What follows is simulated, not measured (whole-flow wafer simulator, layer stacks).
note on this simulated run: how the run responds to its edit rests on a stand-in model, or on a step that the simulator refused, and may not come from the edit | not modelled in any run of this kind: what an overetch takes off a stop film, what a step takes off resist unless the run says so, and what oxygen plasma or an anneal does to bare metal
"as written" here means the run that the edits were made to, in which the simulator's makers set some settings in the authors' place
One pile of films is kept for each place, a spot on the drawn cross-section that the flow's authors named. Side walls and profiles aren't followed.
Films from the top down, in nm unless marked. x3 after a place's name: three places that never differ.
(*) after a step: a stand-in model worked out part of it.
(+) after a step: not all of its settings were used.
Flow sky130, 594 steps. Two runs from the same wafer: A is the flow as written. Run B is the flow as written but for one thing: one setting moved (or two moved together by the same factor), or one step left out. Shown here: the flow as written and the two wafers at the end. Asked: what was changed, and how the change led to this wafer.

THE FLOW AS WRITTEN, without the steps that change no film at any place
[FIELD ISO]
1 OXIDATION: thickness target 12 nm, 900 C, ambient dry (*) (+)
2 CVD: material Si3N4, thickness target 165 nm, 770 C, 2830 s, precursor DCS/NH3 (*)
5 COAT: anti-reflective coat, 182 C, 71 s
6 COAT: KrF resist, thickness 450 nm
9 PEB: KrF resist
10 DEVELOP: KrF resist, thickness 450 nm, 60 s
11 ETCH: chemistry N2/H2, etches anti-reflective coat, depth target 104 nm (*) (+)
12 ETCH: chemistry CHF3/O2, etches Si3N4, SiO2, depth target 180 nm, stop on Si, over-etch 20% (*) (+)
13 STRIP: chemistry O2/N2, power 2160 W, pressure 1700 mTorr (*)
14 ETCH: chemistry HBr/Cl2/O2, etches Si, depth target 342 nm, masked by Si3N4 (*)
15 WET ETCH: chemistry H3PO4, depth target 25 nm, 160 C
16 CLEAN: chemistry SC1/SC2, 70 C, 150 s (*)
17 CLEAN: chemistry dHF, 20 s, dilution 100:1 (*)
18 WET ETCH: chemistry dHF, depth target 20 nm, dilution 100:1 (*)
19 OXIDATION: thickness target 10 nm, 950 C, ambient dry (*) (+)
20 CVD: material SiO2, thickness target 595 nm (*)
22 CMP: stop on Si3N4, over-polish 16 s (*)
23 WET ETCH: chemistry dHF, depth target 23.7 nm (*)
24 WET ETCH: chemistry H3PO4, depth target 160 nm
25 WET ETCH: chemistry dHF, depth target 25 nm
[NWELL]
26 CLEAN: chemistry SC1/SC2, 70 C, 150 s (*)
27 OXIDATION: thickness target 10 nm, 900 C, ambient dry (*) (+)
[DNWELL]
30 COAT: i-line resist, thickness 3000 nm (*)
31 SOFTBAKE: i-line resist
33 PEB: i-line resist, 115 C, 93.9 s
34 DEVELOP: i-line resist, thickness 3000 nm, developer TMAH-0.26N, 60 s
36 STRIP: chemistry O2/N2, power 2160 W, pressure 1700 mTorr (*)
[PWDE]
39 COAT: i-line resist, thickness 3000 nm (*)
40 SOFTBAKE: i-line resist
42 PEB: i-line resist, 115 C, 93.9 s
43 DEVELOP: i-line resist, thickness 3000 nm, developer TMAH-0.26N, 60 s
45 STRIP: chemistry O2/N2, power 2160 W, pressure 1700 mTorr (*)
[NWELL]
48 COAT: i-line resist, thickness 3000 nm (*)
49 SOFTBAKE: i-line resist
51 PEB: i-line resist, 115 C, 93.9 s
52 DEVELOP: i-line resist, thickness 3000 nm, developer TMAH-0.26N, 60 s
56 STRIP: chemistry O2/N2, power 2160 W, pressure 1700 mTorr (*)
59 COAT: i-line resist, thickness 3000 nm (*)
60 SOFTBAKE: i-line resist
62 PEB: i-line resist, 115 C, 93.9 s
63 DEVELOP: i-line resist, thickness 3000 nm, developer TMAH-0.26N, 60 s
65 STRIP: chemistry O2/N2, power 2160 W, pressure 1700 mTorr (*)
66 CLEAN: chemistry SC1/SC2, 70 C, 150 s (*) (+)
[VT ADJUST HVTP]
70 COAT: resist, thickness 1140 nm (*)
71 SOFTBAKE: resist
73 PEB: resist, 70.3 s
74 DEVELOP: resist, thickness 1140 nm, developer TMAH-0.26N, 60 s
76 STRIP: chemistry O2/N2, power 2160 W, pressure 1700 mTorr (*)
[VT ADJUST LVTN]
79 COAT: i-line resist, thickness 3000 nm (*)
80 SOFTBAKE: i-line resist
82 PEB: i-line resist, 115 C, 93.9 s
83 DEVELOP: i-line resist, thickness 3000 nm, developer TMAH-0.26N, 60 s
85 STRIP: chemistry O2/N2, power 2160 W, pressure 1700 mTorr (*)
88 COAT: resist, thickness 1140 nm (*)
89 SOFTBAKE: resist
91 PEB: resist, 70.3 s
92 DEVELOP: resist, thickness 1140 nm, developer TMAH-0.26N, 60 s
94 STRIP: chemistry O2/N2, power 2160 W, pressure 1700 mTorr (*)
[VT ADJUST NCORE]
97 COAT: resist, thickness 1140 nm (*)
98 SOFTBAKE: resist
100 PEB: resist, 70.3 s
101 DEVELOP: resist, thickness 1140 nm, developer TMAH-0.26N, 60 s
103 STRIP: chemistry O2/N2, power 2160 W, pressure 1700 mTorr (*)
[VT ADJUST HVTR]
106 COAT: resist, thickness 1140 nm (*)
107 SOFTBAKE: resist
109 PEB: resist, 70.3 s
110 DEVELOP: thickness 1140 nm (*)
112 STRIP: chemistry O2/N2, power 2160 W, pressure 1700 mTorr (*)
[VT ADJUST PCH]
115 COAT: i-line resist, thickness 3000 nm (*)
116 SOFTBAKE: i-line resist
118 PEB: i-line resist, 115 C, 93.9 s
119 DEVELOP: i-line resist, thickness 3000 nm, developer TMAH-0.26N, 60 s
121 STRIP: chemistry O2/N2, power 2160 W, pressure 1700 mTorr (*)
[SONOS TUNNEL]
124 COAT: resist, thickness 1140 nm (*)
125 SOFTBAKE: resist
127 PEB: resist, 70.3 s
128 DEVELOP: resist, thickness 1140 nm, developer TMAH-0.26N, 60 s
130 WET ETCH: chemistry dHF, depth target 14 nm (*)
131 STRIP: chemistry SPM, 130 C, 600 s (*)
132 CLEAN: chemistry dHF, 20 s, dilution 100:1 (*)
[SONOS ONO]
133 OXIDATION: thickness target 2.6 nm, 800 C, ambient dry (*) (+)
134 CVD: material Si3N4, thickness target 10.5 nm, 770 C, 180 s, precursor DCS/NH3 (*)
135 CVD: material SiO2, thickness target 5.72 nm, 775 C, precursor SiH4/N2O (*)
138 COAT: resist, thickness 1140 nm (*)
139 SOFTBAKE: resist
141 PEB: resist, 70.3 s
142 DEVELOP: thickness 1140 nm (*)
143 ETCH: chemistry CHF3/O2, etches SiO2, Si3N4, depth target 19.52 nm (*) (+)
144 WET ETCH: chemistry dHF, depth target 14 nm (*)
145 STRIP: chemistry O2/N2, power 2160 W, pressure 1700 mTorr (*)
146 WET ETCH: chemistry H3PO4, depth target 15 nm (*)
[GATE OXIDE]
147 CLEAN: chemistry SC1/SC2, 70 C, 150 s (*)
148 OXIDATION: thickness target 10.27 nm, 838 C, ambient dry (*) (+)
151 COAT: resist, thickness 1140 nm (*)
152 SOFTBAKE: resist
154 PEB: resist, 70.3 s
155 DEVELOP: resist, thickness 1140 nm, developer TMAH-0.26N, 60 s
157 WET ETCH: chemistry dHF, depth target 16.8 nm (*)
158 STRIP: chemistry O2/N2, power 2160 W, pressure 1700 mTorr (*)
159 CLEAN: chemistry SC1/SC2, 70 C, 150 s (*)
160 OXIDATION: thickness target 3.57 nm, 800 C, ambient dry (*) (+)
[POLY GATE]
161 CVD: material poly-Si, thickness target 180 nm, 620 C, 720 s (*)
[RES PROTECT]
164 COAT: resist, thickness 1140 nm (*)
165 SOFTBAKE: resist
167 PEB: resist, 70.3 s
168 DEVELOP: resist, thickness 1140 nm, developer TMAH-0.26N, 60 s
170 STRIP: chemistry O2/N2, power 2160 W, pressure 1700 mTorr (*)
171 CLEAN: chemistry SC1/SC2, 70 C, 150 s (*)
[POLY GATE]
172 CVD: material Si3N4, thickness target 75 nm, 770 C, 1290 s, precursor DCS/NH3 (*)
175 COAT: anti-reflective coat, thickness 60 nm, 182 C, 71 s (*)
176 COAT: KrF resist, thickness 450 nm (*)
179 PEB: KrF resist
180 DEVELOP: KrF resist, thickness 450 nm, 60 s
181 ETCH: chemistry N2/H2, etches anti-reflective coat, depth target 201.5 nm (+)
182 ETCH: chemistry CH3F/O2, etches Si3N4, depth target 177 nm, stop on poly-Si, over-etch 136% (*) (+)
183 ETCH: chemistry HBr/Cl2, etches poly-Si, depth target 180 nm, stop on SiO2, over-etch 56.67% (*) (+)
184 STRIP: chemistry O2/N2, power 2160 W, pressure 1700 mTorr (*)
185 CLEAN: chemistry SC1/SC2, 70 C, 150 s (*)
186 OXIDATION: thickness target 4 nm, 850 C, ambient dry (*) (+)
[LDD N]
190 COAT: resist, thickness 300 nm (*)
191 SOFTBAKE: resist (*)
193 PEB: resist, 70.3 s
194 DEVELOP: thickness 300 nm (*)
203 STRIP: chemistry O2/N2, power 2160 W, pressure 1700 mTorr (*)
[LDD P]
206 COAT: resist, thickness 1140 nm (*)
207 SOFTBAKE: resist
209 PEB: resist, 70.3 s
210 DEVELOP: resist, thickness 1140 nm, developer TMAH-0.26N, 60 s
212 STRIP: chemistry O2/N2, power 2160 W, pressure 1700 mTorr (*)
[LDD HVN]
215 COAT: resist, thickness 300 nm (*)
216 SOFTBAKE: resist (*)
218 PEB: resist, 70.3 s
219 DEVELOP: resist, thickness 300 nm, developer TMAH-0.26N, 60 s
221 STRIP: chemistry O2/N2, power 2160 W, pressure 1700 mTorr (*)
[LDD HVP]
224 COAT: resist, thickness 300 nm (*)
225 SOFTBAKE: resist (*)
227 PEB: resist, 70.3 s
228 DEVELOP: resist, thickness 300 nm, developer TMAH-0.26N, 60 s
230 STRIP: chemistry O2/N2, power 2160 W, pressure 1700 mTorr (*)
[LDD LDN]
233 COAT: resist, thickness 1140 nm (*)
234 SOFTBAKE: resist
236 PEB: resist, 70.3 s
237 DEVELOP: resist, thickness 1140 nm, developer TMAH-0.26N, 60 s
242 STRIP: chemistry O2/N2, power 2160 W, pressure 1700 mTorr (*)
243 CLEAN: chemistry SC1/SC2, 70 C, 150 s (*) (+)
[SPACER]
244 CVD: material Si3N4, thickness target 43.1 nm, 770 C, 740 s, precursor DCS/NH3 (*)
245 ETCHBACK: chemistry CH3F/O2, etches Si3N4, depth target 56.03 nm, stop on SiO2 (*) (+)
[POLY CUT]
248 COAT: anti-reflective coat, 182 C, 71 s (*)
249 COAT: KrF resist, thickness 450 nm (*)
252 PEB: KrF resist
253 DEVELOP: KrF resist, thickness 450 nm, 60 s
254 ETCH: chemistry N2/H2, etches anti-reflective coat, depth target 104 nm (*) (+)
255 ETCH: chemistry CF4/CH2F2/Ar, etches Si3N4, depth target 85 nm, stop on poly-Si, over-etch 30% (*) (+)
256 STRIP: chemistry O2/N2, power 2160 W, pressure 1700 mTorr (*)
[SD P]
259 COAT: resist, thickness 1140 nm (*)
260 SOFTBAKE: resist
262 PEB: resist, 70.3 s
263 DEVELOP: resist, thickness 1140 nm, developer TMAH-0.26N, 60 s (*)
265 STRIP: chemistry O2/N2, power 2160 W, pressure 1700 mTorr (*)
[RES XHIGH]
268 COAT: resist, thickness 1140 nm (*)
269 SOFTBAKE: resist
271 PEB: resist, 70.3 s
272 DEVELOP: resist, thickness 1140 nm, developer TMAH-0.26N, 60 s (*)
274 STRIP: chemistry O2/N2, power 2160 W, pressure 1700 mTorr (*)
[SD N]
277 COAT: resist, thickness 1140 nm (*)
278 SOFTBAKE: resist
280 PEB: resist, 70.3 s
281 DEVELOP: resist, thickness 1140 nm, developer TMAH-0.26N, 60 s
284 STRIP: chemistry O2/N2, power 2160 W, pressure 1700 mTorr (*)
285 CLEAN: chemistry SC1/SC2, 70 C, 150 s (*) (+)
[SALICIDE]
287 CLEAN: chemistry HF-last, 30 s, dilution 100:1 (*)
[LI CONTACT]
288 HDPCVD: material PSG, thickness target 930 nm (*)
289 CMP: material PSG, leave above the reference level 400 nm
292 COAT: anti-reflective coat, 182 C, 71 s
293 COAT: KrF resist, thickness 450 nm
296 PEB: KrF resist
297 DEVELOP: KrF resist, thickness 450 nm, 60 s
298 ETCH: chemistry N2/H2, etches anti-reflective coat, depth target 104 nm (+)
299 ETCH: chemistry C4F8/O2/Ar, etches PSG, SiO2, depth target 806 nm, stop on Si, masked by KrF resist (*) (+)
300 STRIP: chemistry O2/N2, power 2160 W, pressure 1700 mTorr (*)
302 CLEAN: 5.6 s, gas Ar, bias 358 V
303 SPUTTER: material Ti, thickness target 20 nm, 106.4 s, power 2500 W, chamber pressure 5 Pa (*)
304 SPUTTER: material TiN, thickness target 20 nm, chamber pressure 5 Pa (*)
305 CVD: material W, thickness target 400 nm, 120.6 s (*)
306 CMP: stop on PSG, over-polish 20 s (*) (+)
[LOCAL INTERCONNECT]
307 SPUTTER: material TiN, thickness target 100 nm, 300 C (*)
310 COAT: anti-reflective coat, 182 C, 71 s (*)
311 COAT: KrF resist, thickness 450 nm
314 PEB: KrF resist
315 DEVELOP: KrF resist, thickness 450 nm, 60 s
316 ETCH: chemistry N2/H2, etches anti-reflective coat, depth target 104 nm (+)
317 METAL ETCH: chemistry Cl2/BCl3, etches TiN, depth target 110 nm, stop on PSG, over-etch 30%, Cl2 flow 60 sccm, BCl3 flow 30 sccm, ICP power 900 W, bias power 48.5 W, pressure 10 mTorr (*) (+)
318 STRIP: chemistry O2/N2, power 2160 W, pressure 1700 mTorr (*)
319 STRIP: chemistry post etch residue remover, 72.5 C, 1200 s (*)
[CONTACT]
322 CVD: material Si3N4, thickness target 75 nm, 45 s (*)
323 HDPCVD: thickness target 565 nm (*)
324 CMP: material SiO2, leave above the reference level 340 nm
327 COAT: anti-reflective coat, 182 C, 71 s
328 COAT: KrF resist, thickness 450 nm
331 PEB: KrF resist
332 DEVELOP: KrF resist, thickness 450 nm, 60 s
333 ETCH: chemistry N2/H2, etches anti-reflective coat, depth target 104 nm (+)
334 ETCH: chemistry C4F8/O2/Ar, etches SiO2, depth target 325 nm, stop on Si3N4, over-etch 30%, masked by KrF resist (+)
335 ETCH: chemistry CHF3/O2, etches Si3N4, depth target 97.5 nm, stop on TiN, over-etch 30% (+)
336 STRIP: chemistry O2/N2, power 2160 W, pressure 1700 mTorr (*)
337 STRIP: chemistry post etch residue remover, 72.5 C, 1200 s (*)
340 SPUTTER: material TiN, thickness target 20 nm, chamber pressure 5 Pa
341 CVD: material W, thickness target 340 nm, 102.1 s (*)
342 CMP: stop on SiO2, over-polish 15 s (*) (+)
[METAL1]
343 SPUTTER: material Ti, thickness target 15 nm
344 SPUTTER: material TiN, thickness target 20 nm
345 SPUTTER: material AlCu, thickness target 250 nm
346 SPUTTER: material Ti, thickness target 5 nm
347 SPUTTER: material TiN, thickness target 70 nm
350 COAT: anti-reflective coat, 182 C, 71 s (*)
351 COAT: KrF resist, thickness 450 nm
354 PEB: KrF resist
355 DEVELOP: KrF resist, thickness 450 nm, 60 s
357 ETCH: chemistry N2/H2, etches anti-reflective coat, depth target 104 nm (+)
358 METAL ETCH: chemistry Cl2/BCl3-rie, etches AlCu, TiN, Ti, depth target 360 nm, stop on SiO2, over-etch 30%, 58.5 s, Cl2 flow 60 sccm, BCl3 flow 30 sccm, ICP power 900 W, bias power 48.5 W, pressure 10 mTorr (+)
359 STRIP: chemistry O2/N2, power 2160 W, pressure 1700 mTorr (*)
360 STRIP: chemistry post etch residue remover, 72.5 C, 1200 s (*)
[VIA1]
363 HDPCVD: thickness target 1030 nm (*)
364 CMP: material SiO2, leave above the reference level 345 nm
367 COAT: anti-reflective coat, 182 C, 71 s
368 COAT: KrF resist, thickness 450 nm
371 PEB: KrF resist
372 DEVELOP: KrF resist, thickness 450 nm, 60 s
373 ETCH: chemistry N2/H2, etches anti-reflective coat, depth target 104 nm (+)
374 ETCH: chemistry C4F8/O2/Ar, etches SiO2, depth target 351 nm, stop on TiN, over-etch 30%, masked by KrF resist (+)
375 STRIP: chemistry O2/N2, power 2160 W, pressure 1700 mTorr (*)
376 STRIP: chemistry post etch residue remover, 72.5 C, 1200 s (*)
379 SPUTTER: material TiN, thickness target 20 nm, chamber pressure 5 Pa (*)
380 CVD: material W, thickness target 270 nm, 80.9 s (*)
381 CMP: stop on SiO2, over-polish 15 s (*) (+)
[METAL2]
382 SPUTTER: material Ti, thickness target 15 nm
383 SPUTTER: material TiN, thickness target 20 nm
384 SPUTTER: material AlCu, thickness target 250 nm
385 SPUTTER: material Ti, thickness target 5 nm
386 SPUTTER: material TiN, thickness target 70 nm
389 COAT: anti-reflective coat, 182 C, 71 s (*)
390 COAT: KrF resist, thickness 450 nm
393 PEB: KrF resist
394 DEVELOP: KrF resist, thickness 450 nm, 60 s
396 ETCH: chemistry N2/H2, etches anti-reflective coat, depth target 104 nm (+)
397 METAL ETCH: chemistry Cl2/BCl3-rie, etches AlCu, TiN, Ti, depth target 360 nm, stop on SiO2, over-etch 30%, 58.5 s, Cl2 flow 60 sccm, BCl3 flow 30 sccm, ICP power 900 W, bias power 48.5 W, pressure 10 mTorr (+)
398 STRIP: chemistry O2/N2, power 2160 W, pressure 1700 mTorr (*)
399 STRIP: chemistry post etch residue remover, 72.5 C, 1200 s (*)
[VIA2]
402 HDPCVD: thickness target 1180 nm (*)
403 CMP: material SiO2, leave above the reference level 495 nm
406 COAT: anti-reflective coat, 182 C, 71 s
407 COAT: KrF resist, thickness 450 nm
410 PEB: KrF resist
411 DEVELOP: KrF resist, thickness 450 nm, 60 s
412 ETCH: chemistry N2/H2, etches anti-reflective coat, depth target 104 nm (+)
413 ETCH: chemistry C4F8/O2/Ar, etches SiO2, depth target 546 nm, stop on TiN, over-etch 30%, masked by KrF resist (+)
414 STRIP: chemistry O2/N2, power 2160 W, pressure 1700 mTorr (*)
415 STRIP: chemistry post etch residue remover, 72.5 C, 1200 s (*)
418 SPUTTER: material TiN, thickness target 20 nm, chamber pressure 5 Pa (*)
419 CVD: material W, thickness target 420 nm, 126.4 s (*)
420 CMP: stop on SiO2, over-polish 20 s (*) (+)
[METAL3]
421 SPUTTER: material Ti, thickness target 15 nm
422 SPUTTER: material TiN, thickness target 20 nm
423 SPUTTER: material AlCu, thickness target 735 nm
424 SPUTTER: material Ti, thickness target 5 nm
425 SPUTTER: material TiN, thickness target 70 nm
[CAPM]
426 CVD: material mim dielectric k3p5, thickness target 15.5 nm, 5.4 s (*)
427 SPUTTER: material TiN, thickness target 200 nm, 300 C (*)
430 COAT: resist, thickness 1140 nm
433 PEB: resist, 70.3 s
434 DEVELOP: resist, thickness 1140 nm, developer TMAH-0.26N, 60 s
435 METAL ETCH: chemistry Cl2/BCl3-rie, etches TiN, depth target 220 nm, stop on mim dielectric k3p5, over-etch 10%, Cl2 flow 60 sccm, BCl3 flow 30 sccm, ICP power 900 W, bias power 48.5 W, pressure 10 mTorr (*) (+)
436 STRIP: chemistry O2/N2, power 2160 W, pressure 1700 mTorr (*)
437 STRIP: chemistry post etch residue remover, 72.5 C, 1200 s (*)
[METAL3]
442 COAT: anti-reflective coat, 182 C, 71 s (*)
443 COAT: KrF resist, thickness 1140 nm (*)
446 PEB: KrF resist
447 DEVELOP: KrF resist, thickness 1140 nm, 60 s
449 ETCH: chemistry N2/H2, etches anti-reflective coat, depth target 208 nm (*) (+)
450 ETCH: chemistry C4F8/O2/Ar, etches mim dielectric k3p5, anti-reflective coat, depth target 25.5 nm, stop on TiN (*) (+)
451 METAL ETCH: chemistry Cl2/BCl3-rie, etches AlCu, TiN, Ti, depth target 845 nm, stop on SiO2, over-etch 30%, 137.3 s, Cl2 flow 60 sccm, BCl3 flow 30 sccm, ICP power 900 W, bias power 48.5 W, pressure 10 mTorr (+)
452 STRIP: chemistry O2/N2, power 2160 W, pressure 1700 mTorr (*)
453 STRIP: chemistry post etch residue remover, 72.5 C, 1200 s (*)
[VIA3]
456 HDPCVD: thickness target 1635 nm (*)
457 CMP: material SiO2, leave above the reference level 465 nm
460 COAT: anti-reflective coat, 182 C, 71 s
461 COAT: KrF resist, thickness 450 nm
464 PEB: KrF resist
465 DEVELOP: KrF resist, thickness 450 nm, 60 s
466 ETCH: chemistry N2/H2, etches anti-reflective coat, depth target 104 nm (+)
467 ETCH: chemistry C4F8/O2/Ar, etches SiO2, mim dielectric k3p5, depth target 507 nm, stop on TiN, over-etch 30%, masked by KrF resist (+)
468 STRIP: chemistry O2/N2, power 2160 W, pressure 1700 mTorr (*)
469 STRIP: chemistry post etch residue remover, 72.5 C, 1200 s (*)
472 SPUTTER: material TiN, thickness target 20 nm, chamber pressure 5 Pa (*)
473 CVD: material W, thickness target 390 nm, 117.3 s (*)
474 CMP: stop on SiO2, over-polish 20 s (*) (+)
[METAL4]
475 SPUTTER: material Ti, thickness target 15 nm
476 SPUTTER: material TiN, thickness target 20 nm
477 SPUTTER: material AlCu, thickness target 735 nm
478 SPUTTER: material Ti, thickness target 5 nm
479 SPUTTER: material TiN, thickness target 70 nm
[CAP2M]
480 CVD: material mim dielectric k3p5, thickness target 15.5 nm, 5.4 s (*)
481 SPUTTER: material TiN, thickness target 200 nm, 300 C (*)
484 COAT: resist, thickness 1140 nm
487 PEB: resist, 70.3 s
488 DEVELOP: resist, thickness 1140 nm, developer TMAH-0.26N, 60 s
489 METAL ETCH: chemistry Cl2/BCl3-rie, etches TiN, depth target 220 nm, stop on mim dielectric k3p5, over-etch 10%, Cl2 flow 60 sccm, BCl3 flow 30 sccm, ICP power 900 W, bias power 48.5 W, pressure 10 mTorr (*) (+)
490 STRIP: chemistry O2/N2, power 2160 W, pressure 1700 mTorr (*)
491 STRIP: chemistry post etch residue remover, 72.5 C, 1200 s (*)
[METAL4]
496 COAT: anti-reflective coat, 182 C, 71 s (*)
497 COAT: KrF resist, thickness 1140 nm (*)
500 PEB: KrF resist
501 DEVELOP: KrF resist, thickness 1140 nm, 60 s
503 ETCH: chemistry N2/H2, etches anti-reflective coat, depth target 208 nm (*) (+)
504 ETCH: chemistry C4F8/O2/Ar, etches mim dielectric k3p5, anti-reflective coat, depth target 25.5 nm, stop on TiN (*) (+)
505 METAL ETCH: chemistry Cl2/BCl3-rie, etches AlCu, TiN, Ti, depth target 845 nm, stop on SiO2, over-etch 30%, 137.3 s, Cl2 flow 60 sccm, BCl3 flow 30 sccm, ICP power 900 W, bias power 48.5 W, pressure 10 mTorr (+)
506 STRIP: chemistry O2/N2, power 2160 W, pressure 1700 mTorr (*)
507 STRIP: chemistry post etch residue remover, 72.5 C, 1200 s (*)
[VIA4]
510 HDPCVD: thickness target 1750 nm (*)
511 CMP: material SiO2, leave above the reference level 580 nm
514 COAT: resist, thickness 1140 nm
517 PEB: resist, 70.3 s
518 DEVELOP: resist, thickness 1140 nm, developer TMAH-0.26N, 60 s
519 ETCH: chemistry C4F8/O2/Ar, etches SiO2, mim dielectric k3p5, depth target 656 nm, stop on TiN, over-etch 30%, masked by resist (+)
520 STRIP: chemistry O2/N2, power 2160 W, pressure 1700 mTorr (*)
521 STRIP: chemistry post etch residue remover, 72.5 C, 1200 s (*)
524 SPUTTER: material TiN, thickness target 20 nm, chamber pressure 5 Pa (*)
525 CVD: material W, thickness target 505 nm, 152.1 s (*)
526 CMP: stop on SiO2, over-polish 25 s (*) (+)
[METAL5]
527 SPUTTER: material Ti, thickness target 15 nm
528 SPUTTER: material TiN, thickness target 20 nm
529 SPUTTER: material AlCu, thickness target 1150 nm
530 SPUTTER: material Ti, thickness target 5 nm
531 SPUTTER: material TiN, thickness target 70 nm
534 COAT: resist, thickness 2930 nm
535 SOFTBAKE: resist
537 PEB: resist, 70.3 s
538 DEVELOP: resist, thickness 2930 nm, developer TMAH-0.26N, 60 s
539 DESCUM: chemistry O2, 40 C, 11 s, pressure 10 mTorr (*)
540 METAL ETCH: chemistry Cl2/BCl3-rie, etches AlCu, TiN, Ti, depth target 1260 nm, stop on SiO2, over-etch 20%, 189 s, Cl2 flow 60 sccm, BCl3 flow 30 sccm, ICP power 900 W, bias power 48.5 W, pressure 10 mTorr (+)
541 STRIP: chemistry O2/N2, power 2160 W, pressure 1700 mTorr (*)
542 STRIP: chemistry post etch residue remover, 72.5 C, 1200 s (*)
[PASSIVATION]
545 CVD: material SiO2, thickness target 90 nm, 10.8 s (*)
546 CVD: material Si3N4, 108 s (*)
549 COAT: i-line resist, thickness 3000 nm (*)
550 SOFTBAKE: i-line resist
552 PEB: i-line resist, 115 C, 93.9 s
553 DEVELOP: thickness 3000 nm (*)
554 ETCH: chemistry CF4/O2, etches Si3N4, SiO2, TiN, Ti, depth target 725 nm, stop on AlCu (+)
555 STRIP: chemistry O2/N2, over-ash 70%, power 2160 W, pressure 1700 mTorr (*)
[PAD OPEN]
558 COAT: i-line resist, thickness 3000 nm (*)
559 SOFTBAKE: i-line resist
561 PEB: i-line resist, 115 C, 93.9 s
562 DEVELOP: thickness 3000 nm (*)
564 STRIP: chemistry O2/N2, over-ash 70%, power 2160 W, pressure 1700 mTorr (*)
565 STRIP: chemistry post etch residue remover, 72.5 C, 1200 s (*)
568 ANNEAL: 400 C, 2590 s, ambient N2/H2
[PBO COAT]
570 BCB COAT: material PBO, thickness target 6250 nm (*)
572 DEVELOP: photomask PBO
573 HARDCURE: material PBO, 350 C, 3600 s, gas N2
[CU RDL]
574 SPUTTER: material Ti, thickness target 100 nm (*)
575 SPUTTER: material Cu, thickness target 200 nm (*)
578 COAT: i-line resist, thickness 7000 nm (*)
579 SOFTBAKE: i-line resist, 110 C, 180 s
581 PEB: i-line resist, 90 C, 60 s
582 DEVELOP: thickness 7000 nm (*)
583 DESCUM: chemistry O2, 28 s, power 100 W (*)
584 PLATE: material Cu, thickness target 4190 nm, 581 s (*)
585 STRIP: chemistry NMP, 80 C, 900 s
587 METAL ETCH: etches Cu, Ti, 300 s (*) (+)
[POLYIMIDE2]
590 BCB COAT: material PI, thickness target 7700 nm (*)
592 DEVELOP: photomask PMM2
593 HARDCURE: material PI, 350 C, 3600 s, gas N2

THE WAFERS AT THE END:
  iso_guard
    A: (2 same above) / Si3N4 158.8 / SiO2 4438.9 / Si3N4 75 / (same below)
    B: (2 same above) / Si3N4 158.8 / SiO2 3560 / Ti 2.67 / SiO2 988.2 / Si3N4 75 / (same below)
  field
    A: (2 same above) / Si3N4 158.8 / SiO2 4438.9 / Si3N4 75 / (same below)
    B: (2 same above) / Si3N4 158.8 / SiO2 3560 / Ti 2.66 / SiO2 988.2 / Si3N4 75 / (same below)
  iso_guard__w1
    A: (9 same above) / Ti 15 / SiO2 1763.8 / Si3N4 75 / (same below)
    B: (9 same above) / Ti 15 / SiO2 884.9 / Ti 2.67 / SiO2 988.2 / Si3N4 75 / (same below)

The cause: step 384, SPUTTER: thickness target 362 nm was run, where the flow has thickness target 250 nm.

How the change led to this, step by step:
  384 SPUTTER: material AlCu, thickness target 250 nm
      field, active, n_well and 188 more: A AlCu +250 (new film) | B AlCu +362 (new film)
  397 METAL ETCH: chemistry Cl2/BCl3-rie, etches AlCu, TiN, Ti, depth target 360 nm, stop on SiO2, over-etch 30%, 58.5 s, Cl2 flow 60 sccm, BCl3 flow 30 sccm, ICP power 900 W, bias power 48.5 W, pressure 10 mTorr (+)
      field, active, gate and 82 more: A TiN -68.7 (all of it), Ti -5 (all of it), AlCu -250 (all of it), TiN -20 (all of it), Ti -15 (all of it), SiO2 -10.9 | B TiN -68.7 (all of it), Ti -5 (all of it), AlCu -362 (all of it), TiN -20 (all of it), Ti -12.3
  402 HDPCVD: thickness target 1180 nm (*)
      field, active, gate and 82 more: A SiO2 +1180 | B SiO2 +1180 (new film)
  403 CMP: material SiO2, leave above the reference level 495 nm
      field, active, gate and 82 more: A SiO2 -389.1 | B SiO2 -290.7
Counting metal films that touch as one body, iso_guard has 1 body; the flow as written gives 0 bodies.
Counting metal films that touch as one body, field has 1 body; the flow as written gives 0 bodies.
Counting metal films that touch as one body, iso_guard__w1 has 2 bodies (between them, from the top down: SiO2 884.9); the flow as written gives 1 body.
